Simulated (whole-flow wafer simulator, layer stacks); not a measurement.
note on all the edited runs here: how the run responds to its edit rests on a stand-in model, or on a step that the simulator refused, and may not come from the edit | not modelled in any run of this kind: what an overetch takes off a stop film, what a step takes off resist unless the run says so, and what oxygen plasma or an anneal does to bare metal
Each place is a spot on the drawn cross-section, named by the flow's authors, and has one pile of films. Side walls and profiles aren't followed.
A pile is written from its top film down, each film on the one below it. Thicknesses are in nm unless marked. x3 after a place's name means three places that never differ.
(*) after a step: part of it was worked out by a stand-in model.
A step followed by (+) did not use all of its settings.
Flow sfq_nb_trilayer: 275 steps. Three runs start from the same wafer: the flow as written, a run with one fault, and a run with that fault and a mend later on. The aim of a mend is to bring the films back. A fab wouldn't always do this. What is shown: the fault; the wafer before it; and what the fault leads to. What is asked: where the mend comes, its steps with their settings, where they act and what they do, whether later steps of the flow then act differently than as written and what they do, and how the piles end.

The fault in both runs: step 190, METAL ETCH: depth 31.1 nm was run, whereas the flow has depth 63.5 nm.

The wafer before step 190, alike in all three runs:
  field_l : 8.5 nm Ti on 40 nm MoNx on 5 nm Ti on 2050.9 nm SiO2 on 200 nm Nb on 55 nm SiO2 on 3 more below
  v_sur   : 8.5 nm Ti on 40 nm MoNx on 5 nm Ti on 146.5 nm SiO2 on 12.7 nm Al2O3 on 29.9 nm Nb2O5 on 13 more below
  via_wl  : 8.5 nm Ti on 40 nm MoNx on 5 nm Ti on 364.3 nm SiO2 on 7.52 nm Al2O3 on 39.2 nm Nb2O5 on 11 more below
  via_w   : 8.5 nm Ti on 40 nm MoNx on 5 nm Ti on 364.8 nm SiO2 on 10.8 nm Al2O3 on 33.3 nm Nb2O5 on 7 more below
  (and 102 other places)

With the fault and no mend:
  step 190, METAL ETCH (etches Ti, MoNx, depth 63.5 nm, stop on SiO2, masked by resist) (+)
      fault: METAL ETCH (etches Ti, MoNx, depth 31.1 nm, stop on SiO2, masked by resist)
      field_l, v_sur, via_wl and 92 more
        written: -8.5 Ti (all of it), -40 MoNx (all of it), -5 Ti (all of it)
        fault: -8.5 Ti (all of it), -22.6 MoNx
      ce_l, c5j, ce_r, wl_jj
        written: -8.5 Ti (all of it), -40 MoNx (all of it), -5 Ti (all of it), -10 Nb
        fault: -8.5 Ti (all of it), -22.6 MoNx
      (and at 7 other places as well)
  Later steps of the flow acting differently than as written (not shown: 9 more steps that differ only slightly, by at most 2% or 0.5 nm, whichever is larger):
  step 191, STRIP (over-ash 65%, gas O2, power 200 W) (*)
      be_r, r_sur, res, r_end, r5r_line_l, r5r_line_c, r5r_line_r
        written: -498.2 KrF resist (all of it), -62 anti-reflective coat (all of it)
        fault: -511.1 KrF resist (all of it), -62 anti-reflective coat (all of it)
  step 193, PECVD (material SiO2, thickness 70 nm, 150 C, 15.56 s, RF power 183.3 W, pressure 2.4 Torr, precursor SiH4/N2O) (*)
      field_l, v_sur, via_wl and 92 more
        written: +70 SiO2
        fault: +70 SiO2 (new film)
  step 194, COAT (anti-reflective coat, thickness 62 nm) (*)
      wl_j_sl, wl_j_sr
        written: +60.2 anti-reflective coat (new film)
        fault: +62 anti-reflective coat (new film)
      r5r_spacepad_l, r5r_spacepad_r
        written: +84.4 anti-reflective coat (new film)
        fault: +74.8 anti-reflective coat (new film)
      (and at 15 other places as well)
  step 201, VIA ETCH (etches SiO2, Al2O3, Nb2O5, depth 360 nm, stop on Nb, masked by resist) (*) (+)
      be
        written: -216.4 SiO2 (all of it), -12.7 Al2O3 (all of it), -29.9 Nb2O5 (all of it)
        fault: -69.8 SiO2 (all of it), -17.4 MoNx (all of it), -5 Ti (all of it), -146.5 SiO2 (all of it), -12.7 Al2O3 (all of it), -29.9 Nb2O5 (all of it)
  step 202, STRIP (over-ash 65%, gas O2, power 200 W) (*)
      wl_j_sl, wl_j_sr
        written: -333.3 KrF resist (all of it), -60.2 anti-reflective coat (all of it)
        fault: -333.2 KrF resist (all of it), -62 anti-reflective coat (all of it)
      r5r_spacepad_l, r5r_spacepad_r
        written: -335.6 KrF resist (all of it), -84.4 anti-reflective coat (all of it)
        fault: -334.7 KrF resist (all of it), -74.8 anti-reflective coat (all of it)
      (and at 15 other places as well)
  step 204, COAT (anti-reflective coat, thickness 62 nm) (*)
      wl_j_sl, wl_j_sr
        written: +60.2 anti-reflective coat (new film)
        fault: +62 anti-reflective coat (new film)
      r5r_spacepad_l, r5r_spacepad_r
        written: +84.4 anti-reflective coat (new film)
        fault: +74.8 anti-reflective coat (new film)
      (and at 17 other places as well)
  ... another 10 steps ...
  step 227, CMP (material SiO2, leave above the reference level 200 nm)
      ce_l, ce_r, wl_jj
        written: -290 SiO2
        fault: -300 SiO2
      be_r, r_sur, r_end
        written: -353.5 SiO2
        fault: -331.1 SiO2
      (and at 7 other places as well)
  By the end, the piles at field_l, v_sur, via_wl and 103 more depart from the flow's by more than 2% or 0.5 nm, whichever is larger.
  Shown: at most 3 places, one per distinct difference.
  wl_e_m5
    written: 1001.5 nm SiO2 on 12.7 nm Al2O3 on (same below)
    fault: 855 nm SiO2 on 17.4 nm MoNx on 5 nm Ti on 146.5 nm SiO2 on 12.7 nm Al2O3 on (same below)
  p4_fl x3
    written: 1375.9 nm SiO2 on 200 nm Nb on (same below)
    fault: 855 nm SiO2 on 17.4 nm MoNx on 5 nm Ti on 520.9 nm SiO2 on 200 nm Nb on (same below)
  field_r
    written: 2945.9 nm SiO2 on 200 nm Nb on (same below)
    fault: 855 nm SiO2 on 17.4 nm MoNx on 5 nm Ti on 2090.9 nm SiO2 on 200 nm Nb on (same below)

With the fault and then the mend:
  After step 191 comes the mend.
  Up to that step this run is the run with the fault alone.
  step 191a, COAT (anti-reflective coat, thickness 62 nm) (*) (the flow's step 183 again)
      p4_fl x3, p4_w1 x9, p4_g1 x2 and 57 more
        +62 anti-reflective coat (new film)
      via_wr, via_sp, via_v and 7 more
        +62.2 anti-reflective coat (new film)
      field_l, v_sur, via_wl, via_w
        +62.1 anti-reflective coat (new film)
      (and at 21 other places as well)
  step 191b, COAT (KrF resist, thickness 600 nm) (*) (the flow's step 184 again)
      p4_fl x3, p4_w1 x9, p4_g1 x2 and 57 more
        +600 KrF resist (new film)
      v_sur, via_wl, via_w, via_wr, l0v
        +600.4 KrF resist (new film)
      via_sp, via_v, l0_sur
        +600.5 KrF resist (new film)
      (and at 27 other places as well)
  step 191c, SOFTBAKE (KrF resist) (the flow's step 185 again)
      alters no film at any place that is followed
  step 191d, EXPOSE (photomask R5, dose 12.12 mJ/cm2, NA 0.6, wavelength 248 nm) (*) (the flow's step 186 again)
      alters no film at any place that is followed
  step 191e, PEB (KrF resist, 90 s) (the flow's step 187 again)
      field_l, v_sur, via_wl and 80 more
        -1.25 KrF resist
      be, be_sur, gap and 12 more
        -1.26 KrF resist
      be_r, r_sur, res, r_end
        -1.23 KrF resist
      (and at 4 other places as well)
  step 191f, DEVELOP (KrF resist, thickness 600 nm, 60 s) (the flow's step 188 again)
      p4_fl x3, p4_w1 x9, p4_g1 x2 and 57 more
        -598.7 KrF resist (all of it)
      be_r, r_sur, res, r_end, r5r_line_l, r5r_line_c, r5r_line_r
        -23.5 KrF resist
      field_l, v_sur, via_wl, via_w
        -599.1 KrF resist (all of it)
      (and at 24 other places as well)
  step 191g, METAL ETCH (etches anti-reflective coat, depth 125 nm, masked by resist) (*) (+) (the flow's step 189 again)
      p4_fl x3, p4_w1 x9, p4_g1 x2 and 57 more
        -62 anti-reflective coat (all of it)
      via_wr, via_sp, via_v and 7 more
        -62.2 anti-reflective coat (all of it)
      be_r, r_sur, res, r_end, r5r_line_l, r5r_line_c, r5r_line_r
        -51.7 KrF resist
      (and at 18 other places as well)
  step 191h, METAL ETCH (etches Ti, MoNx, depth 32.4 nm, stop on SiO2, masked by resist) (+) (the flow's step 190 again, with other settings)
      field_l, v_sur, via_wl and 92 more
        -17.4 MoNx (all of it), -5 Ti (all of it)
      be_r, r_sur, res, r_end, r5r_line_l, r5r_line_c, r5r_line_r
        -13 KrF resist
      ce_l, c5j, ce_r, wl_jj
        -17.4 MoNx (all of it), -5 Ti (all of it), -10 Nb
  step 191i, STRIP (over-ash 65%, gas O2, power 200 W) (*) (the flow's step 191 again)
      r5r_line_l, r5r_line_c, r5r_line_r
        -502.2 KrF resist (all of it), -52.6 anti-reflective coat (all of it)
      be_r
        -497.9 KrF resist (all of it), -56.6 anti-reflective coat (all of it)
      r_sur
        -497.7 KrF resist (all of it), -59.2 anti-reflective coat (all of it)
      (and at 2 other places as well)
  Later steps of the flow that are run all act as written at every place that is followed.
  By the end, the piles equal the flow's at every place that both follow.
